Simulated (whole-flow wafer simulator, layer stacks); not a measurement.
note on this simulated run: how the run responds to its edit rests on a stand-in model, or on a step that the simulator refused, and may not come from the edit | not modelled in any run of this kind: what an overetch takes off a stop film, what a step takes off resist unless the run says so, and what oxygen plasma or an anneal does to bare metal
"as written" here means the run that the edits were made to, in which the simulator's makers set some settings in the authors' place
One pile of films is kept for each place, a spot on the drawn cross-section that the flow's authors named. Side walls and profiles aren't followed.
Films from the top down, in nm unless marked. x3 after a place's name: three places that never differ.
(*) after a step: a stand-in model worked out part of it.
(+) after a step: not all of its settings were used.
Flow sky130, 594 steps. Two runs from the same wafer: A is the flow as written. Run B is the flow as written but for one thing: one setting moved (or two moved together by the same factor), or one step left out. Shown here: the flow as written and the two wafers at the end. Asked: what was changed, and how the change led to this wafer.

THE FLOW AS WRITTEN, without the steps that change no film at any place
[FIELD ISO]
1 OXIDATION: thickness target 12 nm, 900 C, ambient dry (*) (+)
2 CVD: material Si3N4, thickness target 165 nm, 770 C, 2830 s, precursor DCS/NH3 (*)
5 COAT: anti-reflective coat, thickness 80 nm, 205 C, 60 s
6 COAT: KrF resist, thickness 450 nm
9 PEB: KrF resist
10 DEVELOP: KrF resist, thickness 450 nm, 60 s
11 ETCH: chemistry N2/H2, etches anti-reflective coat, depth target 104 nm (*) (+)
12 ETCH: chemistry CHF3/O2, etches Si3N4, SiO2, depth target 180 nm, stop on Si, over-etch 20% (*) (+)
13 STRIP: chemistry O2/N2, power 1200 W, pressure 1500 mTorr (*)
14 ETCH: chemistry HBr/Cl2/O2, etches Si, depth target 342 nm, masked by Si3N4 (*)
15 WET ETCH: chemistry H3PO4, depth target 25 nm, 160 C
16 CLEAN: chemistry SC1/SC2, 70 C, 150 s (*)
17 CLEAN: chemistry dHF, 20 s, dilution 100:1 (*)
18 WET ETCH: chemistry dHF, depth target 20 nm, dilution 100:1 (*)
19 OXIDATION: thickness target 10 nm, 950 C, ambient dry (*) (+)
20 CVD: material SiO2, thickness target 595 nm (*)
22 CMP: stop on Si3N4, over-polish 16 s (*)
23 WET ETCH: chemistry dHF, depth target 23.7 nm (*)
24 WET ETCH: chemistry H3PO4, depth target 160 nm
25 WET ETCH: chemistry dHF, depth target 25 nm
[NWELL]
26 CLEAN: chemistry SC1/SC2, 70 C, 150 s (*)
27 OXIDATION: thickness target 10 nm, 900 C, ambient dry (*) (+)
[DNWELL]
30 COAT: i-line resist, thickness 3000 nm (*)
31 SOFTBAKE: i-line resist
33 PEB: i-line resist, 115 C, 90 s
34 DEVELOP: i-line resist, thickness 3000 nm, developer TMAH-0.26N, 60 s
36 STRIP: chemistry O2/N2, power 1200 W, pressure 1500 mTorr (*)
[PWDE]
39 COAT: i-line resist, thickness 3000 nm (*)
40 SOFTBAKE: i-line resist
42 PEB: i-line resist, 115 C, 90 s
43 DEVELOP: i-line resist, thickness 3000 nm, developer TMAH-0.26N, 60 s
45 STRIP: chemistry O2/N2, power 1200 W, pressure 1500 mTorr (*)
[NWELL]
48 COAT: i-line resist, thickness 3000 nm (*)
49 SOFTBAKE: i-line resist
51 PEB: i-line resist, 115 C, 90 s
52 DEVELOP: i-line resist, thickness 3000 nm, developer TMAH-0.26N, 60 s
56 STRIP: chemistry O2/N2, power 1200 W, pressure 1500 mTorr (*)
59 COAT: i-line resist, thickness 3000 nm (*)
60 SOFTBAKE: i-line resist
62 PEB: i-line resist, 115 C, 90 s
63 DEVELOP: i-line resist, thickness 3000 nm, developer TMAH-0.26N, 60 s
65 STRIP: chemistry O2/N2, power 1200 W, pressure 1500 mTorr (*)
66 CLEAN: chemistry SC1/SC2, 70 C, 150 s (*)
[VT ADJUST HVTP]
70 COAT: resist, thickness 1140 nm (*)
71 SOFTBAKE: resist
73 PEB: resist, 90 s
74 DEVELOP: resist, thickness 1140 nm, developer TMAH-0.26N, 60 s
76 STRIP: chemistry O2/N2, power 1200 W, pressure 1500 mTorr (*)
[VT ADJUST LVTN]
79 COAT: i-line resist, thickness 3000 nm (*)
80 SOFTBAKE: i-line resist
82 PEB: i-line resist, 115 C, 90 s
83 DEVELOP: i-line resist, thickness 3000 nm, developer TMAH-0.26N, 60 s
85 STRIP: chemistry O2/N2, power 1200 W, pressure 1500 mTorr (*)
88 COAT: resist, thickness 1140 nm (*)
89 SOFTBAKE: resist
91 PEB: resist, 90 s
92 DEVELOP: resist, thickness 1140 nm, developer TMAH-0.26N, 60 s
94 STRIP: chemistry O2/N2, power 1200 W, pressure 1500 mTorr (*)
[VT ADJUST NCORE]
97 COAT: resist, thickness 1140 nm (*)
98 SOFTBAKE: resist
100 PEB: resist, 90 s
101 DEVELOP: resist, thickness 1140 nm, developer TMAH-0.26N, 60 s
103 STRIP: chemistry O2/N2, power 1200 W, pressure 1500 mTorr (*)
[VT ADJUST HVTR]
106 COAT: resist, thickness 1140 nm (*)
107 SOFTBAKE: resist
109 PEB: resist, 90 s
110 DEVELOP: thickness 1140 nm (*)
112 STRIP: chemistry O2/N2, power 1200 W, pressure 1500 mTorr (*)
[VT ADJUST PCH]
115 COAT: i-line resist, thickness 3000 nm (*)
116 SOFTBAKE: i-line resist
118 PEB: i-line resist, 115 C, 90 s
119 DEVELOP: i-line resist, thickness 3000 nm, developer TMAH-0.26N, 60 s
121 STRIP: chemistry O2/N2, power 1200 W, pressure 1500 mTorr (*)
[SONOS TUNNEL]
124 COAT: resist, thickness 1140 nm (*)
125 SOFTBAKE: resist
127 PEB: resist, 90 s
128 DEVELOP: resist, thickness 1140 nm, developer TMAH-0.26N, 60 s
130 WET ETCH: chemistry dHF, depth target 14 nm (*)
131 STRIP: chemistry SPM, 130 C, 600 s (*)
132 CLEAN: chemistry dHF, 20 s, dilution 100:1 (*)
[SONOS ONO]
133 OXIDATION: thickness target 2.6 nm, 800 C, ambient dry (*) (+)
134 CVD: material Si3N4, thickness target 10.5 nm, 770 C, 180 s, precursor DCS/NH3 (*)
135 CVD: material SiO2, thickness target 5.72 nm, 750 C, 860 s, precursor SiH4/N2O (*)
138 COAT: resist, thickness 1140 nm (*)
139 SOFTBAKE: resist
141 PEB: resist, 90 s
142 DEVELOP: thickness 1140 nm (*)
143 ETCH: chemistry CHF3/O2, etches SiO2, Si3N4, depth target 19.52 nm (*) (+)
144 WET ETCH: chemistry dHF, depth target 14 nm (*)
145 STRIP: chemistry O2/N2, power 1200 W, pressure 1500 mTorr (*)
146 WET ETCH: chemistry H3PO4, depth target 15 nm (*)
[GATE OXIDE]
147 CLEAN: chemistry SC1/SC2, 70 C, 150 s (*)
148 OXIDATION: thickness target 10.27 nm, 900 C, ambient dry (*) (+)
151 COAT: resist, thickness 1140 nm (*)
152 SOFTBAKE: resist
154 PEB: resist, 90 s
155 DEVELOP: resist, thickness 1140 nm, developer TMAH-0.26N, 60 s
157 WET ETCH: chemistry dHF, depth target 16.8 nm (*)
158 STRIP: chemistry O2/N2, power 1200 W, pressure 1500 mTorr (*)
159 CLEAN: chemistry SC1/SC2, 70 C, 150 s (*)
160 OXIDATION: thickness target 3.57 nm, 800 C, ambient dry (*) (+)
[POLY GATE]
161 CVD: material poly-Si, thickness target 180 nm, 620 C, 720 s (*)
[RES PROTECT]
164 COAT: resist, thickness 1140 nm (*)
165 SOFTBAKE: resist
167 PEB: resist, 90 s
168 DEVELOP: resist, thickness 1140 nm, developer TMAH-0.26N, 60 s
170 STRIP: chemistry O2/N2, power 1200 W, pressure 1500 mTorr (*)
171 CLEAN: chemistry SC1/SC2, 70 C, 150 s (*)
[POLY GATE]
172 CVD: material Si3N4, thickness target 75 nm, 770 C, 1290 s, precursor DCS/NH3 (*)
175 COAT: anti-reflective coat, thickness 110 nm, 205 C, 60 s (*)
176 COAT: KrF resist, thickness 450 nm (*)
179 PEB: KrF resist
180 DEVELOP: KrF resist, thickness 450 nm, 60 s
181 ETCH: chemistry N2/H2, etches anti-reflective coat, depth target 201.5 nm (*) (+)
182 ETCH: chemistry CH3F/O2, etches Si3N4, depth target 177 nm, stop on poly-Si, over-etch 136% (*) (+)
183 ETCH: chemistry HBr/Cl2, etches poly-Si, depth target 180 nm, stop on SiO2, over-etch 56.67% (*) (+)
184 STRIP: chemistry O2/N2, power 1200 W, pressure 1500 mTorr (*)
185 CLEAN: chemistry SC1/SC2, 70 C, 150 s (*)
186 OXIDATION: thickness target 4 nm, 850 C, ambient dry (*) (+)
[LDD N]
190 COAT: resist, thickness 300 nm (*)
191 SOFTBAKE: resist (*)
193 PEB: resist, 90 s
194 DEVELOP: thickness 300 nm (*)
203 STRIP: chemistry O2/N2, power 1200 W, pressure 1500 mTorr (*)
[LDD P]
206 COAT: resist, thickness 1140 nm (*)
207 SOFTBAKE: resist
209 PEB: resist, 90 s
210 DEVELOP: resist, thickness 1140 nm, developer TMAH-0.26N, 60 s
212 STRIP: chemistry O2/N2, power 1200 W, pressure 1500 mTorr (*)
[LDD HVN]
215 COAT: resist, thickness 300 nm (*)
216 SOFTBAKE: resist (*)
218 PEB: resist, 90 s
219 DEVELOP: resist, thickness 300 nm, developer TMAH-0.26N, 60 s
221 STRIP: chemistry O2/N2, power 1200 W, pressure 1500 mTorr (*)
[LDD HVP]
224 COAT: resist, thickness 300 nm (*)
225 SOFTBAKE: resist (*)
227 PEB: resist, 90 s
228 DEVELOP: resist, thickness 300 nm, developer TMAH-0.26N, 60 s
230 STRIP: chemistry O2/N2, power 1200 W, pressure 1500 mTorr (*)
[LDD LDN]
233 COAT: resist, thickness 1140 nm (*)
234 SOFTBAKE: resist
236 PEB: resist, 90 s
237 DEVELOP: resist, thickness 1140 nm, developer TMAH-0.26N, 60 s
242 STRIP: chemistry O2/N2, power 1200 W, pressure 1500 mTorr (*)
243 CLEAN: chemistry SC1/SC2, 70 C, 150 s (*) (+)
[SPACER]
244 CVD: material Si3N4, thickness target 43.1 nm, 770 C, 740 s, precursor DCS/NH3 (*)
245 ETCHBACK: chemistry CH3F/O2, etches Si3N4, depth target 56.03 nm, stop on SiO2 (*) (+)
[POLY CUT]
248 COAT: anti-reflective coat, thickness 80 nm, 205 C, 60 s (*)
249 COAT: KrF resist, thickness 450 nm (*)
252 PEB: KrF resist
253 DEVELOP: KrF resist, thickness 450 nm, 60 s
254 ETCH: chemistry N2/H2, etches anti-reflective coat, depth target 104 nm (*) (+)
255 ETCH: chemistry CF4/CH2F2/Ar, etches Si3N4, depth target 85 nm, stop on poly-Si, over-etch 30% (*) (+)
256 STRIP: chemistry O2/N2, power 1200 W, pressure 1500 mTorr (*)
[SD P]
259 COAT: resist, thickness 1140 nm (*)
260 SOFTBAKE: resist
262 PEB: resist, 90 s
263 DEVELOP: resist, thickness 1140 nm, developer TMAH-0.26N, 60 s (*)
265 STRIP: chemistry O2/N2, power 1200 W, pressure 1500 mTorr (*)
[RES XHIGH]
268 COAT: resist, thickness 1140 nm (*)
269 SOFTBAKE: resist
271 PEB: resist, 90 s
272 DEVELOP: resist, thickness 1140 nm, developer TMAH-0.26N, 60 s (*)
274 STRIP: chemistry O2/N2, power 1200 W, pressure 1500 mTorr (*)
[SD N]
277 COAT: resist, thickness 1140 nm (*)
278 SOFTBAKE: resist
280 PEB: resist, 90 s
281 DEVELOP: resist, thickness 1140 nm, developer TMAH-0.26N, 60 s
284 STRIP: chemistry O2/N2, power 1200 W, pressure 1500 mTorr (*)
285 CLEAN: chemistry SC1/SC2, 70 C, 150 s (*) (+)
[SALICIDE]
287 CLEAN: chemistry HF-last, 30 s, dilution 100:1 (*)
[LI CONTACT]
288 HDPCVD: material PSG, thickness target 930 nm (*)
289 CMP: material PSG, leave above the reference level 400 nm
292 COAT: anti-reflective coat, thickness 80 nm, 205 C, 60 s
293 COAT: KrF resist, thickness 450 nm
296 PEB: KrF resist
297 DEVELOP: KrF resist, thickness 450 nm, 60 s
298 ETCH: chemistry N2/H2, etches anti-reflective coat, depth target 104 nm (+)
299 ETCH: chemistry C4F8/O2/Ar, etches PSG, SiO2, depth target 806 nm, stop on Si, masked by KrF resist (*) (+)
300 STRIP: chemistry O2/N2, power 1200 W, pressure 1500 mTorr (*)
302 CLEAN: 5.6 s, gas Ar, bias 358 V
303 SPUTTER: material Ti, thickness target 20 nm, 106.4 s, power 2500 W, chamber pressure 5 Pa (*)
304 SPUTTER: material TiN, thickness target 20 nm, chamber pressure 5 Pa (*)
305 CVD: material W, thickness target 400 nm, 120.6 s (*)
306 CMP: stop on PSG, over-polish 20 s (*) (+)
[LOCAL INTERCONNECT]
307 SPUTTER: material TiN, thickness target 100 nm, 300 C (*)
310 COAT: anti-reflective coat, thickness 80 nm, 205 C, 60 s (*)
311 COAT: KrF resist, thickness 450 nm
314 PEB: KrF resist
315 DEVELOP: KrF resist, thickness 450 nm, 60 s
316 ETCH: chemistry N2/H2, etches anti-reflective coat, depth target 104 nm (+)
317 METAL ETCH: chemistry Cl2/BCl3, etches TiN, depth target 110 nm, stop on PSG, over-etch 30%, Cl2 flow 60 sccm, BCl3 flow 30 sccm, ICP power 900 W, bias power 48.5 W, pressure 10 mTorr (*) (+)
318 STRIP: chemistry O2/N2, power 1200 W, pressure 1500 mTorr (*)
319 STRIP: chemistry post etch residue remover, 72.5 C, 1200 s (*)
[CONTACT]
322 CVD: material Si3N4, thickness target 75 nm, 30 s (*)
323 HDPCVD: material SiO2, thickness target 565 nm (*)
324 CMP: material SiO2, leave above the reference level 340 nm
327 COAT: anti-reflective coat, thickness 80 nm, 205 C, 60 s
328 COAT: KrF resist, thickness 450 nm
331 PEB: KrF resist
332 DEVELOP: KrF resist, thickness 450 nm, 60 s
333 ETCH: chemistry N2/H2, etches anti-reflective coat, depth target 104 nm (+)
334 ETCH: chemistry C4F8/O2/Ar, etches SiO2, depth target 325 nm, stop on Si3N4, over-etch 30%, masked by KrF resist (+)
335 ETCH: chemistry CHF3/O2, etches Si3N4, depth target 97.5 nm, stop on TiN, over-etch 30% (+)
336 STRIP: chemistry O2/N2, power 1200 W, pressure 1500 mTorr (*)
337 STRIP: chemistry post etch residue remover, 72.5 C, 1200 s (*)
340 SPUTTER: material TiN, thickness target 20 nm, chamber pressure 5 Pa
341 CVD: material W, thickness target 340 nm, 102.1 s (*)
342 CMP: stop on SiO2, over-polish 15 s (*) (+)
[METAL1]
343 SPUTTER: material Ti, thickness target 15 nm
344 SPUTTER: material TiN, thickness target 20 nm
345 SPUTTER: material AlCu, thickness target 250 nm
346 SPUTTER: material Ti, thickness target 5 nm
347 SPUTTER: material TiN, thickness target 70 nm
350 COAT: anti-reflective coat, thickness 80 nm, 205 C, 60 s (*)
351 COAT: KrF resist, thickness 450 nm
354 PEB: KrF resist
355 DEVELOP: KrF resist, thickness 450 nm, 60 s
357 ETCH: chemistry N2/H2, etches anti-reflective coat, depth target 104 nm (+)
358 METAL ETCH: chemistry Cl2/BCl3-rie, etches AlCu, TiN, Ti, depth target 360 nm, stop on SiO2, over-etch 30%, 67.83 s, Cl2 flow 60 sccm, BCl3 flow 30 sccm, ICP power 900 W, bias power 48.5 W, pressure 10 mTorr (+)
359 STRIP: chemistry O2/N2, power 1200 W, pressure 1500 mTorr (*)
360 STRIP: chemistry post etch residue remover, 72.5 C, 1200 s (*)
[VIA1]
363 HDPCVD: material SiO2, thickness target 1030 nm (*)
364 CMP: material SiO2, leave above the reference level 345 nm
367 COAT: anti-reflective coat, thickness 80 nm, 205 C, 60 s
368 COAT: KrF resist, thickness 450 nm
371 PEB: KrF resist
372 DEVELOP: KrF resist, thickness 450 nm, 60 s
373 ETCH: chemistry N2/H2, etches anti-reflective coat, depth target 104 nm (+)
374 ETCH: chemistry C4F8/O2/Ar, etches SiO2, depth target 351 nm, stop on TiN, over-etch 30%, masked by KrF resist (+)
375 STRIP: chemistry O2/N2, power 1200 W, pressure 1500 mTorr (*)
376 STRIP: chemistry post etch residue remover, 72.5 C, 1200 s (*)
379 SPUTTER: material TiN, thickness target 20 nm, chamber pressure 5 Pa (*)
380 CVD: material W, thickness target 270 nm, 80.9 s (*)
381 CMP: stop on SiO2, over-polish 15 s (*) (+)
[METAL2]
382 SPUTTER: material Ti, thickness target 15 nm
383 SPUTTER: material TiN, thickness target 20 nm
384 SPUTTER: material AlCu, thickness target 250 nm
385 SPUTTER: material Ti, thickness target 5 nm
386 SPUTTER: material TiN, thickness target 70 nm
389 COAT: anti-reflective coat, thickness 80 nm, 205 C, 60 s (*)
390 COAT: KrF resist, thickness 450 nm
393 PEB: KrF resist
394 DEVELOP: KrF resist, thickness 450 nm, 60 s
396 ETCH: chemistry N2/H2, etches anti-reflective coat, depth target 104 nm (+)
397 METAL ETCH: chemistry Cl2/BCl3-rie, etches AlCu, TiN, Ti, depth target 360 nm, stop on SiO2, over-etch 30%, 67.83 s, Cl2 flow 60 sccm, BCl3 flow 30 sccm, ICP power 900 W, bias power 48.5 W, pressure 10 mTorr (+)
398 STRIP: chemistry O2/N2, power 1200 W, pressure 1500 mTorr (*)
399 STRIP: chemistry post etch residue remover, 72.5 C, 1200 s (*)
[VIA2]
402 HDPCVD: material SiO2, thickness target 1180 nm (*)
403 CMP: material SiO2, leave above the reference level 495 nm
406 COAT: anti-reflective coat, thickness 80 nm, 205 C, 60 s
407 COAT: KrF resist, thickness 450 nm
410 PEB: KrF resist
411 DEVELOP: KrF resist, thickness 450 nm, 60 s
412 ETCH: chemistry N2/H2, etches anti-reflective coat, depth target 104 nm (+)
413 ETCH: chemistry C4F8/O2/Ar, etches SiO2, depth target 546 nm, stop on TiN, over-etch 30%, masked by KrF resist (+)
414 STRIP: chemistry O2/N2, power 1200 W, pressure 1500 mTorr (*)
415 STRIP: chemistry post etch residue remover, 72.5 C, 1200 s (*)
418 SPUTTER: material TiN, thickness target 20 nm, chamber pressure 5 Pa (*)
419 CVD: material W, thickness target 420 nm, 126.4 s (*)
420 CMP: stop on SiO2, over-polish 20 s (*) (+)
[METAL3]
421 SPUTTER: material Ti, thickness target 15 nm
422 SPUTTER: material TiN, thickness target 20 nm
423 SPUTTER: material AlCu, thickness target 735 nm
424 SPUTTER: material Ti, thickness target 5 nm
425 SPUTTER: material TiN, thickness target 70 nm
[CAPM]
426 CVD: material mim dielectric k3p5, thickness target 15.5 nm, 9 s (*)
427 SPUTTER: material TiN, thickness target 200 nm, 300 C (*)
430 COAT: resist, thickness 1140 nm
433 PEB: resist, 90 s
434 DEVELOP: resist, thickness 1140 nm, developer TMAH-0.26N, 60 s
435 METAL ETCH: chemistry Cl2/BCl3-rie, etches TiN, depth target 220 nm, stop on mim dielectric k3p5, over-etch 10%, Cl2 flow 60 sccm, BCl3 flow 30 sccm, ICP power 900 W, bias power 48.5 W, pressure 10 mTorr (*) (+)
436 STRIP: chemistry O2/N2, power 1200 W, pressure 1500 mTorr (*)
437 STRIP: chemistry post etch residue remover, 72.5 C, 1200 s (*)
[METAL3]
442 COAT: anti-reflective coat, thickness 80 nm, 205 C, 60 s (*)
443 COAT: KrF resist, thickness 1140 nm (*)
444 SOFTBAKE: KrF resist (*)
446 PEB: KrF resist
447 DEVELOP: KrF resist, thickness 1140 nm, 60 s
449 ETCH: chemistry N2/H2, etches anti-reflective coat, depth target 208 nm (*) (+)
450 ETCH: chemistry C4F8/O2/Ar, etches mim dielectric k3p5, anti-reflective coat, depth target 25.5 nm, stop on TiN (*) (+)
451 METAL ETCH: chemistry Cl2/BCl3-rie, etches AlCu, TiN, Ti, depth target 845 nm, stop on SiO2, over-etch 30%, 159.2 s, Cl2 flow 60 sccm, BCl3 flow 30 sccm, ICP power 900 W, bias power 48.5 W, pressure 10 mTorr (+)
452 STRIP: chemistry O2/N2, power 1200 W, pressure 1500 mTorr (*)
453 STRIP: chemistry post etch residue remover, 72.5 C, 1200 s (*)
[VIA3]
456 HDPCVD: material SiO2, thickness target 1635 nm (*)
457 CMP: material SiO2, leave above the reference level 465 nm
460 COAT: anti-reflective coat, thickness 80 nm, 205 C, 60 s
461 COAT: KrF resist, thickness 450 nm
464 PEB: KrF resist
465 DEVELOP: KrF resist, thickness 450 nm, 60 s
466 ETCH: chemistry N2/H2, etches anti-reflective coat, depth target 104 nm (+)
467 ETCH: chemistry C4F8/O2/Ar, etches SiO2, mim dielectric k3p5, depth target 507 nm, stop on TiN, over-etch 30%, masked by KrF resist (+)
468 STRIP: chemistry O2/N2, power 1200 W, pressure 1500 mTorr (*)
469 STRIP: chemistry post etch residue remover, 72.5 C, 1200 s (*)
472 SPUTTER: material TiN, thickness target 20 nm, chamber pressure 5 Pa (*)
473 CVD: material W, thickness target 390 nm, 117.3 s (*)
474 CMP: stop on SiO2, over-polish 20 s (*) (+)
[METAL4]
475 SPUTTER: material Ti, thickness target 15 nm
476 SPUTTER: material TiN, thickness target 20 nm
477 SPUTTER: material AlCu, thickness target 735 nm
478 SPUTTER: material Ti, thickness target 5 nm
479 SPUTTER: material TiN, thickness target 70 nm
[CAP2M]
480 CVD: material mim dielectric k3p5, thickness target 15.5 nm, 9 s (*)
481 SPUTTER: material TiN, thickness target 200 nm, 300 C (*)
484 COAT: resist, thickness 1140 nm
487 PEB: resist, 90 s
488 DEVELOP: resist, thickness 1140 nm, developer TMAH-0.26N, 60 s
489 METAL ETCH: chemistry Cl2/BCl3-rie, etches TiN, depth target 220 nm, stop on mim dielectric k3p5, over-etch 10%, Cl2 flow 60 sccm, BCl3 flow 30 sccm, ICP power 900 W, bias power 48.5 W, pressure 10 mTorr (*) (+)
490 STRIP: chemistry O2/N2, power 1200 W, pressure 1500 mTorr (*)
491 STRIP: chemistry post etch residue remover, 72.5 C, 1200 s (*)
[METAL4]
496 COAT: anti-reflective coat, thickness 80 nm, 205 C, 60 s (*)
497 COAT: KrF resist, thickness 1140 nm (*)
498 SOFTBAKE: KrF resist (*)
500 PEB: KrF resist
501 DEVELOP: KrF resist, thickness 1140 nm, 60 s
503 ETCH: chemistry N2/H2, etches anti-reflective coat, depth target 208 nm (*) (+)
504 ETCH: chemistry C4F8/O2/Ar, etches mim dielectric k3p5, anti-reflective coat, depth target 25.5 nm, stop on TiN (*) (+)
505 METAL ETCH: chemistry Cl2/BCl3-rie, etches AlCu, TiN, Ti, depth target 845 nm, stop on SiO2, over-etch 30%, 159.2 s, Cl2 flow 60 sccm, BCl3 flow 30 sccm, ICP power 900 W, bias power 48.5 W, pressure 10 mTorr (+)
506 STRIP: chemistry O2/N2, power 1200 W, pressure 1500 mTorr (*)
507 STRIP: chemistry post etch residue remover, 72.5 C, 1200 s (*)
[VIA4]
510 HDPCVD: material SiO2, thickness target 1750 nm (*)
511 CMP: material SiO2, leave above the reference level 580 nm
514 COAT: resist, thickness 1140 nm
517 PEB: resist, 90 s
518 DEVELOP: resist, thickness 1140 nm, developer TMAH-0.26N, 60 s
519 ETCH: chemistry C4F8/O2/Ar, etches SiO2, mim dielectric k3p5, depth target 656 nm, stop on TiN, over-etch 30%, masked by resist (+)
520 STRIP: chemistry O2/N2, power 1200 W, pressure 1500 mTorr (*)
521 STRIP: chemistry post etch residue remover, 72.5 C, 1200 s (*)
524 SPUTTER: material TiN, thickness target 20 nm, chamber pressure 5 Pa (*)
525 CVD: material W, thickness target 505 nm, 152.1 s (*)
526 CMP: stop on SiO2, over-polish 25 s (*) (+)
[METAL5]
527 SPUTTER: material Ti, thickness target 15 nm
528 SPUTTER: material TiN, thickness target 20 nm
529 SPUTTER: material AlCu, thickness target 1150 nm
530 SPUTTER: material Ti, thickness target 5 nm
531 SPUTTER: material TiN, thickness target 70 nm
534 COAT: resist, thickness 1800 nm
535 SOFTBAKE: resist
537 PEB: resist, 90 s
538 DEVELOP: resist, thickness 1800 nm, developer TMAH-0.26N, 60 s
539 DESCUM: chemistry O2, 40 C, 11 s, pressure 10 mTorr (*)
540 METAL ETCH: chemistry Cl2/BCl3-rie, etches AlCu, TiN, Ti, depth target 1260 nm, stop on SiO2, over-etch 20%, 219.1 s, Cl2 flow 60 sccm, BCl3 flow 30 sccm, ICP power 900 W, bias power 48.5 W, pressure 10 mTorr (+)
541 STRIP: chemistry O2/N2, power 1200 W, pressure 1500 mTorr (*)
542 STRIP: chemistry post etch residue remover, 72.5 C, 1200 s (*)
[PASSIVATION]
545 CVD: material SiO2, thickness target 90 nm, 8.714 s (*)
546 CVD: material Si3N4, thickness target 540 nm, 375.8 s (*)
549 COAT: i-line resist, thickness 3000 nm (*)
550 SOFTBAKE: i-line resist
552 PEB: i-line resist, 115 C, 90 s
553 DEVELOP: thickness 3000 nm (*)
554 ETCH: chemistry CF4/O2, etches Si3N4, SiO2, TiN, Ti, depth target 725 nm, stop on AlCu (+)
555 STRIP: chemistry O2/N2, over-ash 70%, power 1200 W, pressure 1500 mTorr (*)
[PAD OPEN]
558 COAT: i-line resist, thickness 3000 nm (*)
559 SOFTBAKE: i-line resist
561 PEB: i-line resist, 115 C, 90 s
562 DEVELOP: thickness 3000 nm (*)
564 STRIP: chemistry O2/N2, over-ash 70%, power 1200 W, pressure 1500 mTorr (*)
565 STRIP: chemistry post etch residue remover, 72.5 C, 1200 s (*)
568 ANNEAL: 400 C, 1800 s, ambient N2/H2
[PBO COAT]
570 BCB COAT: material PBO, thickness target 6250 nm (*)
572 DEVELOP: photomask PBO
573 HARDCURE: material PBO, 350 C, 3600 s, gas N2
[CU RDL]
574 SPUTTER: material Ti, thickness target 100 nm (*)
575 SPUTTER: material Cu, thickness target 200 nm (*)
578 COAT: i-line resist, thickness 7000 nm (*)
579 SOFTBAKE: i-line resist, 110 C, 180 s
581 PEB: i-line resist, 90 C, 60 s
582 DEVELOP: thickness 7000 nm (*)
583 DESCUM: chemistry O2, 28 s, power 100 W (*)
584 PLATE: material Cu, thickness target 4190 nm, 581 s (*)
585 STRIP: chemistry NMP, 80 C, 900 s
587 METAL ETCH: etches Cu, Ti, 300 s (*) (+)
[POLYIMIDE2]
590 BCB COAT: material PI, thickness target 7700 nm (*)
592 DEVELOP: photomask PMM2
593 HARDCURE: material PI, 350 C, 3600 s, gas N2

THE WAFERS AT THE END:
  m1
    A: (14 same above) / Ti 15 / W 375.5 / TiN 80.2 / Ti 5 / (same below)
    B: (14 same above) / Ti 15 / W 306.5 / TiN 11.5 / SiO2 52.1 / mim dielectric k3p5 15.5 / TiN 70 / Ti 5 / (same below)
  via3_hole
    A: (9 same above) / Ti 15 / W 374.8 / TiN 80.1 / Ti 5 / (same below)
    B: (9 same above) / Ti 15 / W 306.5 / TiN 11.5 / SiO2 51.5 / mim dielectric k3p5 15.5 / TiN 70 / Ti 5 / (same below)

The cause: step 466, ETCH: depth target 72.8 nm was run, where the flow has depth target 104 nm; step 467, ETCH: depth target 355 nm was run, where the flow has depth target 507 nm.

How the change led to this, step by step:
  466 ETCH: chemistry N2/H2, etches anti-reflective coat, depth target 104 nm (+)
      m1, via3_hole: A anti-reflective coat -80 (all of it), SiO2 -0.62 | B anti-reflective coat -72.8
      field, active, n_well and 187 more: A KrF resist -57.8 | B KrF resist -40.4
  467 ETCH: chemistry C4F8/O2/Ar, etches SiO2, mim dielectric k3p5, depth target 507 nm, stop on TiN, over-etch 30%, masked by KrF resist (+)
      m1: A SiO2 -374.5 (all of it), mim dielectric k3p5 -15.5 (all of it) | B anti-reflective coat -7.2 (all of it), SiO2 -323.1
      via3_hole: A SiO2 -373.9 (all of it), mim dielectric k3p5 -15.5 (all of it) | B anti-reflective coat -7.2 (all of it), SiO2 -323.1
      (and at 190 more places)
  468 STRIP: chemistry O2/N2, power 1200 W, pressure 1500 mTorr (*)
      field, active, n_well and 187 more: A KrF resist -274 (all of it), anti-reflective coat -80 (all of it) | B KrF resist -321.8 (all of it), anti-reflective coat -80 (all of it)
  472 SPUTTER: material TiN, thickness target 20 nm, chamber pressure 5 Pa (*)
      m1, via3_hole: A TiN +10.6 | B TiN +11.5 (new film)
  473 CVD: material W, thickness target 390 nm, 117.3 s (*)
      m1: A W +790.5 (new film) | B W +721.5 (new film)
      via3_hole: A W +789.9 (new film) | B W +721.5 (new film)
Counting metal films that touch as one body, m1 has 3 bodies (between them, from the top down: SiO2 52.1 / mim dielectric k3p5 15.5; SiO2 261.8 / Si3N4 75); the flow as written gives 2 bodies (between them, from the top down: SiO2 261.8 / Si3N4 75).
Counting metal films that touch as one body, via3_hole has 2 bodies (between them, from the top down: SiO2 51.5 / mim dielectric k3p5 15.5); the flow as written gives 1 body.
